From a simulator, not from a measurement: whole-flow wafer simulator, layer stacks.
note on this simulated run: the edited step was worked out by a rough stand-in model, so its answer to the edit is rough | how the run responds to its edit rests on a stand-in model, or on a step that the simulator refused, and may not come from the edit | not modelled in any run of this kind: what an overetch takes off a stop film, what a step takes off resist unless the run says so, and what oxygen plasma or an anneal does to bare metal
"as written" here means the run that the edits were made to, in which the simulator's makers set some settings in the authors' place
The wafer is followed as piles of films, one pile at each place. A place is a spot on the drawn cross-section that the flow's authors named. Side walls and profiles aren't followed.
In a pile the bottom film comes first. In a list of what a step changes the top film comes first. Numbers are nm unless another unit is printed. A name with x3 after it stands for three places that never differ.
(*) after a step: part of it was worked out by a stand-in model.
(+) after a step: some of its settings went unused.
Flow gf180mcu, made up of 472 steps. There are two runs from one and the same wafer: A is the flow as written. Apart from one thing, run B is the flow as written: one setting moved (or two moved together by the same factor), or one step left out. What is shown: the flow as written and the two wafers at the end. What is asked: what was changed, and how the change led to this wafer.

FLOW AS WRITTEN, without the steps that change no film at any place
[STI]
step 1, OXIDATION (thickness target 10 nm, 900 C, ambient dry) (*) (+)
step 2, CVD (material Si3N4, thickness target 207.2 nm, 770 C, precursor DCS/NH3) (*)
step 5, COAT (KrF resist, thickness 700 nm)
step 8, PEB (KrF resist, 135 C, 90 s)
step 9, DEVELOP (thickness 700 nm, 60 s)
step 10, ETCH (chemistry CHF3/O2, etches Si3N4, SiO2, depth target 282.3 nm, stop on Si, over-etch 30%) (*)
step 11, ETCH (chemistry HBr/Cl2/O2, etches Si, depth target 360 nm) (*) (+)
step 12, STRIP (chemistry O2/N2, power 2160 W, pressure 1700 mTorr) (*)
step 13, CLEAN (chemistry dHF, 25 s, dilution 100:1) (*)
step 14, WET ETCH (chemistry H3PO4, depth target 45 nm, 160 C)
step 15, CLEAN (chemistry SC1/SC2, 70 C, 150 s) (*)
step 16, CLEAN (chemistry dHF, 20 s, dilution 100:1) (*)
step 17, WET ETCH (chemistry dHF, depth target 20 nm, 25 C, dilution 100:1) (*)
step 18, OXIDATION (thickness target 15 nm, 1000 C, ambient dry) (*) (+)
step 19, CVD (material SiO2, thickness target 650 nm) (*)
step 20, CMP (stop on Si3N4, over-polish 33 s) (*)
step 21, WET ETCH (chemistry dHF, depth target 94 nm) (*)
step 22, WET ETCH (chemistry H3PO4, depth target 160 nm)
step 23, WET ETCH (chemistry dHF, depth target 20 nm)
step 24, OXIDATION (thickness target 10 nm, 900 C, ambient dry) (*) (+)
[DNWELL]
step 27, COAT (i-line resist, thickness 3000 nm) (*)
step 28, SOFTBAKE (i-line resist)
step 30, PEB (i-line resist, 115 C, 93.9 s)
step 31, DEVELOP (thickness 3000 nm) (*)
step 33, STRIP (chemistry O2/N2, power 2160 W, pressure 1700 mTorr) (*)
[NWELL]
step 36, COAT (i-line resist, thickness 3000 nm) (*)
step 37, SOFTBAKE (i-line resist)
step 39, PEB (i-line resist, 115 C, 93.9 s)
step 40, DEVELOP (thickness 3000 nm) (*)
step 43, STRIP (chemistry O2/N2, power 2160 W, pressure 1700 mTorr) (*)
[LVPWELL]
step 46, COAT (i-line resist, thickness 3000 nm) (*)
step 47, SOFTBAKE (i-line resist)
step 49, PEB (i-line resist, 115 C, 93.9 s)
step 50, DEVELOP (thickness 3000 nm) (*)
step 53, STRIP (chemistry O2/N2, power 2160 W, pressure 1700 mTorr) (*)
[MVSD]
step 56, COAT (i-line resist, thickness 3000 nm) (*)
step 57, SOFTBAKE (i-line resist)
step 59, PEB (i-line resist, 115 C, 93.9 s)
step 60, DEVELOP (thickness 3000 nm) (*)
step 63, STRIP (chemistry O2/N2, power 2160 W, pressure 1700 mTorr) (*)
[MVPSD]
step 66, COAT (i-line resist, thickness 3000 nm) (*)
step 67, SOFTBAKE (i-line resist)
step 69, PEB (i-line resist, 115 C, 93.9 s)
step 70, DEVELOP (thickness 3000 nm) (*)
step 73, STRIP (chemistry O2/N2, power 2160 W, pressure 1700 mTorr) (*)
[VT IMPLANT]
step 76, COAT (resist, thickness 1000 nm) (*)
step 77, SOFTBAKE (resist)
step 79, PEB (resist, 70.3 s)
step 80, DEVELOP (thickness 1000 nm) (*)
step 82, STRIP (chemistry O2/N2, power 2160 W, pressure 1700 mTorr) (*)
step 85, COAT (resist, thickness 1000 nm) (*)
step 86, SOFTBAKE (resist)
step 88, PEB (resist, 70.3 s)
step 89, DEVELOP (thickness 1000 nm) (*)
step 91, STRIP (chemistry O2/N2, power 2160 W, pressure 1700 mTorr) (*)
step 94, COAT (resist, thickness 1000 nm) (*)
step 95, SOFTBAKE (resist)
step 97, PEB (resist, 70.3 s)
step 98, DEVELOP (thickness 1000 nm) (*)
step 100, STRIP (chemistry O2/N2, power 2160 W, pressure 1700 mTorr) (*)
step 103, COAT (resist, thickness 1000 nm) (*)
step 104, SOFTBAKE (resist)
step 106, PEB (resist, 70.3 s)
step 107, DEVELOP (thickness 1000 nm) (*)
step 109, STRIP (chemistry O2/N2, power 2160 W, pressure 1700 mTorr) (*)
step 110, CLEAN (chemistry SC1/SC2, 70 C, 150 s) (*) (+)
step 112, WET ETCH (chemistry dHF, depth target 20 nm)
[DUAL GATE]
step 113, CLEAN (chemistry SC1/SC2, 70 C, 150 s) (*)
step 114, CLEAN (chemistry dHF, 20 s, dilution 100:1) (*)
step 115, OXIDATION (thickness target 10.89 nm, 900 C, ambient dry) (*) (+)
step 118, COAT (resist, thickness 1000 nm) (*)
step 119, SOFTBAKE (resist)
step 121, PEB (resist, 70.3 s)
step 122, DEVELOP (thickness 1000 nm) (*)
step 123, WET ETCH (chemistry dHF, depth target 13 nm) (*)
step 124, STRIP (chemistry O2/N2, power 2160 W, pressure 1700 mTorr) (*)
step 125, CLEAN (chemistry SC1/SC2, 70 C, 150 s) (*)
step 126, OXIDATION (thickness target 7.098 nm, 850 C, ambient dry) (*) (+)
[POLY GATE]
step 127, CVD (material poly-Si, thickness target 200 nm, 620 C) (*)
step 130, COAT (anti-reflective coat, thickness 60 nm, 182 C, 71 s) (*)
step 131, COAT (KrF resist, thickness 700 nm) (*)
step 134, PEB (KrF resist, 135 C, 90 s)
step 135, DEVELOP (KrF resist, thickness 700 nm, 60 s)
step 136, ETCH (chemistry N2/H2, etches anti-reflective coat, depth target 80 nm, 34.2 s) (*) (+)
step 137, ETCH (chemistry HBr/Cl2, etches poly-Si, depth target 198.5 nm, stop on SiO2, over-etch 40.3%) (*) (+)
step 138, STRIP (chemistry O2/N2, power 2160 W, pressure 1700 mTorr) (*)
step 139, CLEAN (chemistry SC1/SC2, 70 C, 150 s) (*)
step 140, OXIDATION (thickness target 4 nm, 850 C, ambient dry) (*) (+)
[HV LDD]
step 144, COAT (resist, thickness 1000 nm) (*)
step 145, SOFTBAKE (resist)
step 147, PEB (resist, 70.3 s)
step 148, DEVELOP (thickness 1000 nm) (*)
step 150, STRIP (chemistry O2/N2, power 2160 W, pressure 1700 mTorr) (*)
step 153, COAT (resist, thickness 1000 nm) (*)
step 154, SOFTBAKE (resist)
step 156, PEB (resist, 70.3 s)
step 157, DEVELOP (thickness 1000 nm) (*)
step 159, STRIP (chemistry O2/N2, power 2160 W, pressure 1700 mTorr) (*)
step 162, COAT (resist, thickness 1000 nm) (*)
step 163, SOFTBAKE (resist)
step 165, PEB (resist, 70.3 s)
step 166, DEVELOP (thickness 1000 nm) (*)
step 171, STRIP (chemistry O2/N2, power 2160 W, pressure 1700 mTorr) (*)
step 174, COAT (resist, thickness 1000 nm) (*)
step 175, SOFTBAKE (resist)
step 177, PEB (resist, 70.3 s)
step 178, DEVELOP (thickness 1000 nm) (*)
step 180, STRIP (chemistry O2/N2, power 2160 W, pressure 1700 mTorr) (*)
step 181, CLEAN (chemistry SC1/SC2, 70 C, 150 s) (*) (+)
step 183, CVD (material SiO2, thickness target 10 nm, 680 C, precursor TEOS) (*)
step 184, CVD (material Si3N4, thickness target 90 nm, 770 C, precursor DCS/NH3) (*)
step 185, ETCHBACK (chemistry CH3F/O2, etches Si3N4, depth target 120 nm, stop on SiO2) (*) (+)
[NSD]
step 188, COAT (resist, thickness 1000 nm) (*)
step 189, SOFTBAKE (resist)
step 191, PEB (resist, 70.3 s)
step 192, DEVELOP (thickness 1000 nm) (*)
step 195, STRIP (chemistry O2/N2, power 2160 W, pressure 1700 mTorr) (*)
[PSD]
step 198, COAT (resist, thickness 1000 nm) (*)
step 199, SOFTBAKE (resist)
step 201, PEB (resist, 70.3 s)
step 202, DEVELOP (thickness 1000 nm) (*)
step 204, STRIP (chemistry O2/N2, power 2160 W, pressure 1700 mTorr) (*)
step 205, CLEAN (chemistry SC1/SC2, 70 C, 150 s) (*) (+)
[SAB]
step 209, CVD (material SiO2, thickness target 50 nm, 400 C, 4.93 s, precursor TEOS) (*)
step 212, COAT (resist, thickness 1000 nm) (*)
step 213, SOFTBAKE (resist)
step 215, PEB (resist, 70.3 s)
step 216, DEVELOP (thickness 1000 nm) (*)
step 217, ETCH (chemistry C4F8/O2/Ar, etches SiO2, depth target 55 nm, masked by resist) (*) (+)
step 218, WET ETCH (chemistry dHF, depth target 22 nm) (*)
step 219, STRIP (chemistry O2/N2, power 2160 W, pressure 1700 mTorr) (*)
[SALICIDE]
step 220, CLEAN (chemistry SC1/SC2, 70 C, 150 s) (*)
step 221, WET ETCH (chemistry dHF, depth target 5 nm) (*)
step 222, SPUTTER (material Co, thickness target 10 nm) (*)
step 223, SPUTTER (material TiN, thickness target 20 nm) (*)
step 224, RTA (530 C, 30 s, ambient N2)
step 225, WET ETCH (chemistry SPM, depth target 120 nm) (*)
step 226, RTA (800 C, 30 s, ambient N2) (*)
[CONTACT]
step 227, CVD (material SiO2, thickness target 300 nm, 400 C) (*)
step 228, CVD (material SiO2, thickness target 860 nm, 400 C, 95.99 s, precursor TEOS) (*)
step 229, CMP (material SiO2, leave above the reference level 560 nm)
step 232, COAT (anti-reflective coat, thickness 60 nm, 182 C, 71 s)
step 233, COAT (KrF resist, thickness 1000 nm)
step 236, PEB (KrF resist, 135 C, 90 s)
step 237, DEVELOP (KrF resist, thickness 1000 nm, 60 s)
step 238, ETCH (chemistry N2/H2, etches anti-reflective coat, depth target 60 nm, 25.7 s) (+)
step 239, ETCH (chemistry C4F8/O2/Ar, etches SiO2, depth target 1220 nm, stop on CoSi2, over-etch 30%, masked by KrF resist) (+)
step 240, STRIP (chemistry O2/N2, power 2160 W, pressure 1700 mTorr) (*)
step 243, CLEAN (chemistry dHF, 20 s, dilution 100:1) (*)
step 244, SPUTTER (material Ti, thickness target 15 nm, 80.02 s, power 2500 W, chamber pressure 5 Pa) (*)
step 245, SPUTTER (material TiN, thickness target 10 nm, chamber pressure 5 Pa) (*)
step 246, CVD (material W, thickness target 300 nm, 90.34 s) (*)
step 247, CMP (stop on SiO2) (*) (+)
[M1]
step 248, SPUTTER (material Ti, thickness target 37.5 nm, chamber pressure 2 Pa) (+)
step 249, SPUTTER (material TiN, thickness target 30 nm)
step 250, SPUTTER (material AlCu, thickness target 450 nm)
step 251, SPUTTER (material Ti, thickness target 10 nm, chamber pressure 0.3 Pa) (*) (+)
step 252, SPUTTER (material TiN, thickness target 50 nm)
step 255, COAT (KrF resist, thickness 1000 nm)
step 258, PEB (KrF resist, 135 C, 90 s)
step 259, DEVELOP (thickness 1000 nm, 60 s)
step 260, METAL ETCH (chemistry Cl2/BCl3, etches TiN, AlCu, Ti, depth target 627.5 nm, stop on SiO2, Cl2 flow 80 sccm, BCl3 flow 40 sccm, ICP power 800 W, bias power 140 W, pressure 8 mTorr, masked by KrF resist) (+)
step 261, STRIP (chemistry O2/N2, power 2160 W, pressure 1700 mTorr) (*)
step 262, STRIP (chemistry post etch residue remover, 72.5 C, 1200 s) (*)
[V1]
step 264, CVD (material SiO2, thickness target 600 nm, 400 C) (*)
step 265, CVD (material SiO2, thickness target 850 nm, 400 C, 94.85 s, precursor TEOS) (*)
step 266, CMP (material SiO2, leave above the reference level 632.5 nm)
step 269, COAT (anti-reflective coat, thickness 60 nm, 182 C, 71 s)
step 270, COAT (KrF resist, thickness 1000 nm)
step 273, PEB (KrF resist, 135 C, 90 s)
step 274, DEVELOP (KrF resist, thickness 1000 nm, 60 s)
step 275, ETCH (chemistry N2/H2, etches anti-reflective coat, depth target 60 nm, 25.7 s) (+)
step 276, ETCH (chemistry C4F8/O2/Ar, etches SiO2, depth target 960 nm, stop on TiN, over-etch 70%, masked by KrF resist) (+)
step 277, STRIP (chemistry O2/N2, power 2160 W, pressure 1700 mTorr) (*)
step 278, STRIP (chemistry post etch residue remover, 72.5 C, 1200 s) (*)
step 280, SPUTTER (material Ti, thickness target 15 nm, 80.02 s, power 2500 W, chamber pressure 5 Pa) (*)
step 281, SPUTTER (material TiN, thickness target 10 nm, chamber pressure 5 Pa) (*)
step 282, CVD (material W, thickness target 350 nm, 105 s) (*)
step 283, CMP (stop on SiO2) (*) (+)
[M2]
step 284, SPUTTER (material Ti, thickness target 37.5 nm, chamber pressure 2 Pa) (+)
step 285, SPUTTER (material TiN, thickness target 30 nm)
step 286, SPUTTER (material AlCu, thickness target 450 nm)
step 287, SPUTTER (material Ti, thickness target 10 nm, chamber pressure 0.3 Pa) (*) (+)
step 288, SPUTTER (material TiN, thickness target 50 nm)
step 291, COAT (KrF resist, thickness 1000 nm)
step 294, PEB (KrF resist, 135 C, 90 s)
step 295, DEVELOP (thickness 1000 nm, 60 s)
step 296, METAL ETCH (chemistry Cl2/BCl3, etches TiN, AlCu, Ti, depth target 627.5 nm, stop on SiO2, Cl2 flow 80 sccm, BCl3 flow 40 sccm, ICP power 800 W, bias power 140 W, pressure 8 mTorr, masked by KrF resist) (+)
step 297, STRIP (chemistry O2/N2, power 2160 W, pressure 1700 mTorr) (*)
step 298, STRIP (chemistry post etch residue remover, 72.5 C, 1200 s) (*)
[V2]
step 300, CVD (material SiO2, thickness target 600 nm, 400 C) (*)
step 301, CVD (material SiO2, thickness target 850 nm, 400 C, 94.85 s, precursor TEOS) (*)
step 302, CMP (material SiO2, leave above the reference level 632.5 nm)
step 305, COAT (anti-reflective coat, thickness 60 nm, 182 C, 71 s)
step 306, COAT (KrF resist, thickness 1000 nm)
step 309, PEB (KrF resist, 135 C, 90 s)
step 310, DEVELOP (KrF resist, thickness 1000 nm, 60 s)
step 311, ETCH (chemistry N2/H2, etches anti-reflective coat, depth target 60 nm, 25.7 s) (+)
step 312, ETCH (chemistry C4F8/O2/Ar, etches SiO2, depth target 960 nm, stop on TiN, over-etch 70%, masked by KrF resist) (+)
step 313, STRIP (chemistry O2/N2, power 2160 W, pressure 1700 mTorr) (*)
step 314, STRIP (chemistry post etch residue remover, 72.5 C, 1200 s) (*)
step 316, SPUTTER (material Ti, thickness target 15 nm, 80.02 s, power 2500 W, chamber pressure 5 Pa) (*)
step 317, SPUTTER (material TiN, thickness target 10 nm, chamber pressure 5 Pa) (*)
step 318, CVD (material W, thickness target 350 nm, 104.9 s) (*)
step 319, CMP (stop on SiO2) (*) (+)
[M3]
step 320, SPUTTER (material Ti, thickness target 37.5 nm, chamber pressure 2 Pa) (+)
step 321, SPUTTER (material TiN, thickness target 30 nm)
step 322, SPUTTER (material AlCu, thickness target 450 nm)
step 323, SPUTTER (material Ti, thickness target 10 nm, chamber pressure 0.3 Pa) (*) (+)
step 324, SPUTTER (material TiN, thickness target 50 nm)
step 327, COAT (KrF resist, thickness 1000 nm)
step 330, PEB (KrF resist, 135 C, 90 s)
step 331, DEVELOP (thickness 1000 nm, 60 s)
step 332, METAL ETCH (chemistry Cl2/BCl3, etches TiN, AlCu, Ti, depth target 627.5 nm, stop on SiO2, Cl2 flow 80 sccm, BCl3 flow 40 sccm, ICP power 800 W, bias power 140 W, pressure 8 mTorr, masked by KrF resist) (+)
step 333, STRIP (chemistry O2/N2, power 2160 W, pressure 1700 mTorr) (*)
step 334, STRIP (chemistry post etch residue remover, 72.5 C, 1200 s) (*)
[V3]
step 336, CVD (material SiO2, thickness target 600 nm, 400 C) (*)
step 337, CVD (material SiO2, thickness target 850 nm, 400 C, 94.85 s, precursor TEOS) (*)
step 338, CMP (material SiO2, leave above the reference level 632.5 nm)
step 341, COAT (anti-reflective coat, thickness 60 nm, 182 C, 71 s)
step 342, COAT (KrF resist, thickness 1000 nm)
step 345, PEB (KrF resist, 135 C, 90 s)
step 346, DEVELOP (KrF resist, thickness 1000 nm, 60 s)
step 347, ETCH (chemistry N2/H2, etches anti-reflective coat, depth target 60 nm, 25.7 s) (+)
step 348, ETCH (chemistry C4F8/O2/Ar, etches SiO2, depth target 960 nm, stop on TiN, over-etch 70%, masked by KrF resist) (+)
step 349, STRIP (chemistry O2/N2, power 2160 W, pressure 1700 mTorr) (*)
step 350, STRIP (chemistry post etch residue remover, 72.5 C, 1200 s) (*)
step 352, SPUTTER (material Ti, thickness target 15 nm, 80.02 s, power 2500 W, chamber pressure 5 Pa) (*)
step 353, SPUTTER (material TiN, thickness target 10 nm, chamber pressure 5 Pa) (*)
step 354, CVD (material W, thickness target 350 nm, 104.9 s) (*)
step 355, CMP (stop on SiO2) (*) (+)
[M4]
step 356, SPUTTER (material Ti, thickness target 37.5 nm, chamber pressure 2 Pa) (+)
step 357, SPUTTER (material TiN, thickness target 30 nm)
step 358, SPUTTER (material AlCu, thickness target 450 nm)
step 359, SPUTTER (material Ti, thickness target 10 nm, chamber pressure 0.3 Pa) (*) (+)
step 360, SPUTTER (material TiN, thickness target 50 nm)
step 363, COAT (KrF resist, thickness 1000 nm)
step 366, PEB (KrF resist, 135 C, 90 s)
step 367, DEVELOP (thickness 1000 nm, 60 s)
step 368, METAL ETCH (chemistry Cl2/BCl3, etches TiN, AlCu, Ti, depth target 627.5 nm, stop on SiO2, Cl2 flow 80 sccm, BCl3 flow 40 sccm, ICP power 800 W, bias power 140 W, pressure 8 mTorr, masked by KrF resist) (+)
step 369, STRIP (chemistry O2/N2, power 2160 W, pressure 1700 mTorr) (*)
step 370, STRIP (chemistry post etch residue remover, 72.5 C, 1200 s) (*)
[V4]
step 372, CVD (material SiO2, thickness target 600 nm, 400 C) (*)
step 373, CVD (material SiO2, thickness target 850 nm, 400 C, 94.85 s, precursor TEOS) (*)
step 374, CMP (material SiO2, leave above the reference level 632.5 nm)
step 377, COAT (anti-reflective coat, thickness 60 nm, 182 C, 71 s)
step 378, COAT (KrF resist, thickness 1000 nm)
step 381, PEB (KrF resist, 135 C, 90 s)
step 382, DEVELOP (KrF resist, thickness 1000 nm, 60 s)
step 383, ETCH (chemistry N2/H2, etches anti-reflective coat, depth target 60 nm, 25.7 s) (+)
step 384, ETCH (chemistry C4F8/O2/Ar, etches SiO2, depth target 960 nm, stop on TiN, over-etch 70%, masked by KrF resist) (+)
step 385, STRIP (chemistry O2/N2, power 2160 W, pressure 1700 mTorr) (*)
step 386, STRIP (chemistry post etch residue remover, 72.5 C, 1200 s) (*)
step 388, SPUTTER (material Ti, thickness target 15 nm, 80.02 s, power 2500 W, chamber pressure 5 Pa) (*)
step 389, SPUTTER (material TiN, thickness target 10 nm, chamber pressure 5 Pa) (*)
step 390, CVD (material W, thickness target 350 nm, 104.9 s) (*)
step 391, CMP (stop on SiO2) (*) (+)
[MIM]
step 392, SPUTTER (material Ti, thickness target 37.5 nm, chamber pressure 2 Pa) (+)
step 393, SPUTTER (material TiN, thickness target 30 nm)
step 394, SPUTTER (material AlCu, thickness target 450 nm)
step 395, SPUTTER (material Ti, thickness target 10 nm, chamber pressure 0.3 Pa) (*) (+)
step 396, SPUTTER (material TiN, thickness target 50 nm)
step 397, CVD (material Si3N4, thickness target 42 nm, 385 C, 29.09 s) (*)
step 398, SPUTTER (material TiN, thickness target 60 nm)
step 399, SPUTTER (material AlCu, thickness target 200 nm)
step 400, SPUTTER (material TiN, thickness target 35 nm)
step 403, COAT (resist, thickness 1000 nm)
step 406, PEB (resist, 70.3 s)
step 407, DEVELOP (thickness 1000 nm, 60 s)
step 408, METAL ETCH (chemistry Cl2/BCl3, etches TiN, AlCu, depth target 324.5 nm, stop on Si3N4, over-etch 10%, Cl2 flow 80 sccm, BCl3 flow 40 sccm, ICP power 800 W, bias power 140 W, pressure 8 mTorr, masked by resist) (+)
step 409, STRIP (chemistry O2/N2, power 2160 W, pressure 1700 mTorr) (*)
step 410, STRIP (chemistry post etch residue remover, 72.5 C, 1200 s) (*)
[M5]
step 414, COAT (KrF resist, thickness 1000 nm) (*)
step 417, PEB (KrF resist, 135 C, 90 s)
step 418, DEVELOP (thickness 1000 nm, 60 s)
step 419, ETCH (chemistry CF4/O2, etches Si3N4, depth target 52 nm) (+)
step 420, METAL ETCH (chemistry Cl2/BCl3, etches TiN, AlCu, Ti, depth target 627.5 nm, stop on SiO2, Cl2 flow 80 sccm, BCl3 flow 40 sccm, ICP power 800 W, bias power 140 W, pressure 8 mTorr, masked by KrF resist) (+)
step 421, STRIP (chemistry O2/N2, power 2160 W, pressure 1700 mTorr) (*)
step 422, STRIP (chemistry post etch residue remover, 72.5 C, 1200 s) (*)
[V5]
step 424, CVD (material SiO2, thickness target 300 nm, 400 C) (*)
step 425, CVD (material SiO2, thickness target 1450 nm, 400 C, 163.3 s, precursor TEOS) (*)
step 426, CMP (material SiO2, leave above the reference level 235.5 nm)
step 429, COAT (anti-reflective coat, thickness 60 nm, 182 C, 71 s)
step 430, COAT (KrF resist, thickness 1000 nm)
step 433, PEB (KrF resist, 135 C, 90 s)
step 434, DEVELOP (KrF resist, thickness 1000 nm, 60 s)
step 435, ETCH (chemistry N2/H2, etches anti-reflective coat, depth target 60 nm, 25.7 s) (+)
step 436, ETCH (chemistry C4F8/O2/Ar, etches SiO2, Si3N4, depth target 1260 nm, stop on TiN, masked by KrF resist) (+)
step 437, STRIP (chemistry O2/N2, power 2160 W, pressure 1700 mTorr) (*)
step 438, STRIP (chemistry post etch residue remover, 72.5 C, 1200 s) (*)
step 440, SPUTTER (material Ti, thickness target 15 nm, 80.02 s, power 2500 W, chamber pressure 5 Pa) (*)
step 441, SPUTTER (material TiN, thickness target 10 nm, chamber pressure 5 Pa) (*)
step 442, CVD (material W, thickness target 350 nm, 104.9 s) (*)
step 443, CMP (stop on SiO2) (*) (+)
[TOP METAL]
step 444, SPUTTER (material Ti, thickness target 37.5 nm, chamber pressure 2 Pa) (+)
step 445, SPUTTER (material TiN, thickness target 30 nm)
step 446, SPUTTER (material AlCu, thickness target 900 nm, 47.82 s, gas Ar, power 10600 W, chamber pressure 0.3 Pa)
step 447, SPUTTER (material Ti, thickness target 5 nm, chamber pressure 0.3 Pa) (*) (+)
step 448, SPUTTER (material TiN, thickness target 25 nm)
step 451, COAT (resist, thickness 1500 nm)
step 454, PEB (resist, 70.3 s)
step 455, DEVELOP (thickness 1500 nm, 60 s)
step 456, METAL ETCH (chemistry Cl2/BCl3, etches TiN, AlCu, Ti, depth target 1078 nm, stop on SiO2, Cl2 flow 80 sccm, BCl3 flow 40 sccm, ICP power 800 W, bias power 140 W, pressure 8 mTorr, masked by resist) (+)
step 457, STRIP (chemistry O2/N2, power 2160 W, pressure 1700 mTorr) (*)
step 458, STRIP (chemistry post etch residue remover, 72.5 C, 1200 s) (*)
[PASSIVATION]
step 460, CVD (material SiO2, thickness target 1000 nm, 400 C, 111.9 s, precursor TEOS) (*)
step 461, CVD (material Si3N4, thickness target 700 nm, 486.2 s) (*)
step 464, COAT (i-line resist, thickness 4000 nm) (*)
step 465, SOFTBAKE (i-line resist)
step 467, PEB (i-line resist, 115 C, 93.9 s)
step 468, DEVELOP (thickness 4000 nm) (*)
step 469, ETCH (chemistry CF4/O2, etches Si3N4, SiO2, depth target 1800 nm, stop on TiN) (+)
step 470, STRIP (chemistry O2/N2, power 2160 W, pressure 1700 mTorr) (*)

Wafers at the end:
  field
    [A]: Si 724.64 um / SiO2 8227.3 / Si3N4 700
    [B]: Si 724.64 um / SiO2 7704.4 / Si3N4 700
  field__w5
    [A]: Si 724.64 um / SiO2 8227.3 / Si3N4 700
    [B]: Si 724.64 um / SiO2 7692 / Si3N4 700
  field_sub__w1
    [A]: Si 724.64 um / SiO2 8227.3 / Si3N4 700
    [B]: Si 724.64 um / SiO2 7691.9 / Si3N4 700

Cause: step 425, CVD: thickness target 616 nm was run, whereas the flow has thickness target 1450 nm; step 425, CVD: 69.39 s was run, where the flow has 163.3 s.

How this came from the change, step by step:
  step 425, CVD (material SiO2, thickness target 1450 nm, 400 C, 163.3 s, precursor TEOS) (*)
      field, field__w1, field__w4 and 100 more: A +1450 SiO2 | B +626.8 SiO2
      field__w2, field__w3, field__w12 and 6 more: A +1421.8 SiO2 | B +615.2 SiO2
  step 426, CMP (material SiO2, leave above the reference level 235.5 nm)
      field, field__w1, field__w5 and 92 more: A -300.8 SiO2 | B nothing
      field__w2, field__w3, field__w12 and 6 more: A -272.7 SiO2 | B nothing
      (also at 8 further places)
  step 429, COAT (anti-reflective coat, thickness 60 nm, 182 C, 71 s)
      field_sub__w2, field_sub__w3, field_sub__w4 and 8 more: A +60 anti-reflective coat (new film) | B +62 anti-reflective coat (new film)
      p_well, sti, spacer, sd_n, pad, dice_street, gate_nat: A +60 anti-reflective coat (new film) | B +63.1 anti-reflective coat (new film)
      (also at 54 further places)
  step 430, COAT (KrF resist, thickness 1000 nm)
      field__w9, field__w12: A +1000 KrF resist (new film) | B +1028.3 KrF resist (new film)
      field: A +1000 KrF resist (new film) | B +941.6 KrF resist (new film)
      (also at 28 further places)
  step 433, PEB (KrF resist, 135 C, 90 s)
      field__w7, ppoly_u: A -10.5 KrF resist | B -12.3 KrF resist
      polyc_n, polyc_n_rim: A -10.5 KrF resist | B -15.7 KrF resist
      (also at 19 further places)
  step 434, DEVELOP (KrF resist, thickness 1000 nm, 60 s)
      contact: A -989.5 KrF resist (all of it) | B -669.4 KrF resist (all of it)
  step 435, ETCH (chemistry N2/H2, etches anti-reflective coat, depth target 60 nm, 25.7 s) (+)
      contact: A -60 anti-reflective coat (all of it), -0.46 SiO2 | B -7.6 anti-reflective coat (all of it), -1.81 SiO2
  step 437, STRIP (chemistry O2/N2, power 2160 W, pressure 1700 mTorr) (*)
      p_well, sti, spacer, sd_n, pad, dice_street: A -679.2 KrF resist (all of it), -60 anti-reflective coat (all of it) | B -679.7 KrF resist (all of it), -63.1 anti-reflective coat (all of it)
      ld_sd_p, ld_gate_p, ld_fp_p, ld_drift_p, ld_drn_p: A -679.2 KrF resist (all of it), -60 anti-reflective coat (all of it) | B -684.3 KrF resist (all of it), -62 anti-reflective coat (all of it)
      (also at 63 further places)
  step 440, SPUTTER (material Ti, thickness target 15 nm, 80.02 s, power 2500 W, chamber pressure 5 Pa) (*)
      contact: A +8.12 Ti (new film) | B +11.1 Ti (new film)
  step 441, SPUTTER (material TiN, thickness target 10 nm, chamber pressure 5 Pa) (*)
      contact: A +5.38 TiN (new film) | B +7.35 TiN (new film)
  step 442, CVD (material W, thickness target 350 nm, 104.9 s) (*)
      contact: A +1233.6 W (new film) | B +706.4 W (new film)
  step 443, CMP (stop on SiO2) (*) (+)
      field__w3, field__w12, npoly_sal, ppoly_sal, nw_sep_fld, gate_hv5, gate_p_hv5, sti_nw: A -350 W (all of it), -10 TiN (all of it), -15 Ti (all of it), -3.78 SiO2 | B -350 W (all of it), -9.84 TiN (all of it), -7.53 Ti
      field__w2: A -350 W (all of it), -10 TiN (all of it), -15 Ti (all of it), -3.78 SiO2 | B -350 W (all of it), -9.64 TiN (all of it), -7.24 Ti
      (also at 102 further places)
  step 444, SPUTTER (material Ti, thickness target 37.5 nm, chamber pressure 2 Pa) (+)
      field__w2, field__w3, field__w12 and 6 more: A +37.5 Ti (new film) | B +36.8 Ti
  step 445, SPUTTER (material TiN, thickness target 30 nm)
      field__w2, field__w3, field__w12 and 6 more: A +30 TiN (new film) | B +28.7 TiN (new film)
  step 446, SPUTTER (material AlCu, thickness target 900 nm, 47.82 s, gas Ar, power 10600 W, chamber pressure 0.3 Pa)
      field__w2, field__w3, field__w12 and 6 more: A +900 AlCu (new film) | B +871.5 AlCu (new film)
  step 447, SPUTTER (material Ti, thickness target 5 nm, chamber pressure 0.3 Pa) (*) (+)
      field__w2: A +5 Ti (new film) | B +4.17 Ti (new film)
  ... 10 other steps ...
  step 470, STRIP (chemistry O2/N2, power 2160 W, pressure 1700 mTorr) (*)
      field__w8, m1__w1: A -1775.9 i-line resist (all of it) | B -1294.3 i-line resist (all of it)
      m1: A -1798.9 i-line resist (all of it) | B -1313.4 i-line resist (all of it)
      (also at 3 further places)
